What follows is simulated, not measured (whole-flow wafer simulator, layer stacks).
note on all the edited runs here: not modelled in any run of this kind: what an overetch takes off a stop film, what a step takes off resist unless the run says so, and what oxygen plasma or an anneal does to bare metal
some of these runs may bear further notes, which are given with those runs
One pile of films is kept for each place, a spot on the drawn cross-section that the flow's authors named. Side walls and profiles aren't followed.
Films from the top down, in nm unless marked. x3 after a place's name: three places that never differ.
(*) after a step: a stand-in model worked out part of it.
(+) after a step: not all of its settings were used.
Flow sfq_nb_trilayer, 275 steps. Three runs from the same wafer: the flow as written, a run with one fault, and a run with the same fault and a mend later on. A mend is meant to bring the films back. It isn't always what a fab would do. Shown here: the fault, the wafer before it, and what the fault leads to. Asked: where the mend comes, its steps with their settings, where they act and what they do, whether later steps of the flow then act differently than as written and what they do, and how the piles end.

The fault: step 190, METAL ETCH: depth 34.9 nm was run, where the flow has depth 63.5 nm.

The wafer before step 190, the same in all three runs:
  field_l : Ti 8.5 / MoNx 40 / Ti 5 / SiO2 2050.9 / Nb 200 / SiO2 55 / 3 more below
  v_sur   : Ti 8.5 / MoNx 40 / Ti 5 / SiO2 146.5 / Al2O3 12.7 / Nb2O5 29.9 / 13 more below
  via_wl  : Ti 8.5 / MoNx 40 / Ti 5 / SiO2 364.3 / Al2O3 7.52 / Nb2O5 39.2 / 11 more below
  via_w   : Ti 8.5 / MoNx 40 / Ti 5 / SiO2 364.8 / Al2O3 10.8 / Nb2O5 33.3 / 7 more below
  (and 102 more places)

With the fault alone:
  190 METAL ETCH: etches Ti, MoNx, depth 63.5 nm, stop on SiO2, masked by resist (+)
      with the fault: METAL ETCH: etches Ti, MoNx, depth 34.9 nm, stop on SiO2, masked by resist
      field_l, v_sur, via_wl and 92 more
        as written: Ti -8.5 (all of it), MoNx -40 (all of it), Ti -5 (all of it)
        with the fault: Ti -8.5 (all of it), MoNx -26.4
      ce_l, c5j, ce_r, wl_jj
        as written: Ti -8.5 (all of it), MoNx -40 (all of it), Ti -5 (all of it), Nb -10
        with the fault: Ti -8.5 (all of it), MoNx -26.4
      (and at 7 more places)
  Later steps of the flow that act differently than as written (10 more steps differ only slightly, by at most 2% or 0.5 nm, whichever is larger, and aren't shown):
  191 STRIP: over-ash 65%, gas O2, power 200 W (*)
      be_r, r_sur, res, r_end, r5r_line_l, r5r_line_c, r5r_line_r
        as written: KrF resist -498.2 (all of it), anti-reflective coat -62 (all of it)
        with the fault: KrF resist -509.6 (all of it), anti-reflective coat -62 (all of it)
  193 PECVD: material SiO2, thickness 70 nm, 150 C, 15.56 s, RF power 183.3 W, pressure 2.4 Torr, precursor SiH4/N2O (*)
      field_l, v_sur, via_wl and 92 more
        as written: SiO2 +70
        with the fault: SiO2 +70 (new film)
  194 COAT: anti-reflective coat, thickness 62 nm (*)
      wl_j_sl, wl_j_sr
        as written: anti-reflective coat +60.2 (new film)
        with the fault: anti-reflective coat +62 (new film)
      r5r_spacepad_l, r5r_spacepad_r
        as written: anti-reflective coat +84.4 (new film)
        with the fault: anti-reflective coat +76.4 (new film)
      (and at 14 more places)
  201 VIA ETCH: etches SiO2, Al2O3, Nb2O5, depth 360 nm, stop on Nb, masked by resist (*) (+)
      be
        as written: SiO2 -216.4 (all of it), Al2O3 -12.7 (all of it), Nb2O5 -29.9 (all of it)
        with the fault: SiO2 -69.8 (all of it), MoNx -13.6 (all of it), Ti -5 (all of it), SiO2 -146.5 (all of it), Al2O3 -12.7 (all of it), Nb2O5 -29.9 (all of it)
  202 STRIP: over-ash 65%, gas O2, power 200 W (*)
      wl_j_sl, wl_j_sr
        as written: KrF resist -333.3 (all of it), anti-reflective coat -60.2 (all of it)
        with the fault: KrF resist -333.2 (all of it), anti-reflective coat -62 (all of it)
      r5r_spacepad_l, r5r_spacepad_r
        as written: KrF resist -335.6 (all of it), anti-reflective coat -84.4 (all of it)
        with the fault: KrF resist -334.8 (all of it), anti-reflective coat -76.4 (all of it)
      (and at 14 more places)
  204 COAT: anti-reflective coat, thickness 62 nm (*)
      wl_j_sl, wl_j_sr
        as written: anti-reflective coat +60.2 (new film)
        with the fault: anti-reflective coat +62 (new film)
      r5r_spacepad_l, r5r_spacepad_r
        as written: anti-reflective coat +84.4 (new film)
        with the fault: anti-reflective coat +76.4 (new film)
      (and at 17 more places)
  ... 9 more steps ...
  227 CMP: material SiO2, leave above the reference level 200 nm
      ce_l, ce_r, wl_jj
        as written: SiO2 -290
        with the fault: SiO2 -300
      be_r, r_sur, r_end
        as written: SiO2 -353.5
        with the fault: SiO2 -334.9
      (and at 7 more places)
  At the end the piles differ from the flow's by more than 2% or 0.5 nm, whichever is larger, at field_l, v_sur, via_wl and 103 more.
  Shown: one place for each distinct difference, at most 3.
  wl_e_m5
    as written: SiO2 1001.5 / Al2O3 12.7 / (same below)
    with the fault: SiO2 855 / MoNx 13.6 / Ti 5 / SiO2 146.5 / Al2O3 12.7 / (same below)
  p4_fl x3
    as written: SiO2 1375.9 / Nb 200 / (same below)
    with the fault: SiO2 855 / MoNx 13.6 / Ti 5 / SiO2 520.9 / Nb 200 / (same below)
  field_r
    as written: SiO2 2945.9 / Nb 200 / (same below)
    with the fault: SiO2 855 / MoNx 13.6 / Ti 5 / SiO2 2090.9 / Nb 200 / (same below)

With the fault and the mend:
  The mend comes after step 190.
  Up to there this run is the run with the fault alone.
  190a METAL ETCH: etches Ti, MoNx, depth 28.6 nm, stop on SiO2, masked by resist (+) (the flow's step 190 once more, with other settings)
      field_l, v_sur, via_wl and 92 more
        MoNx -13.6 (all of it), Ti -5 (all of it)
      be_r, r_sur, res, r_end, r5r_line_l, r5r_line_c, r5r_line_r
        KrF resist -11.4
      ce_l, c5j, ce_r, wl_jj
        MoNx -13.6 (all of it), Ti -5 (all of it), Nb -10
  No later step of the flow acts differently than as written at any place that is followed.
  At the end the piles are the same as the flow's at every place that both follow.
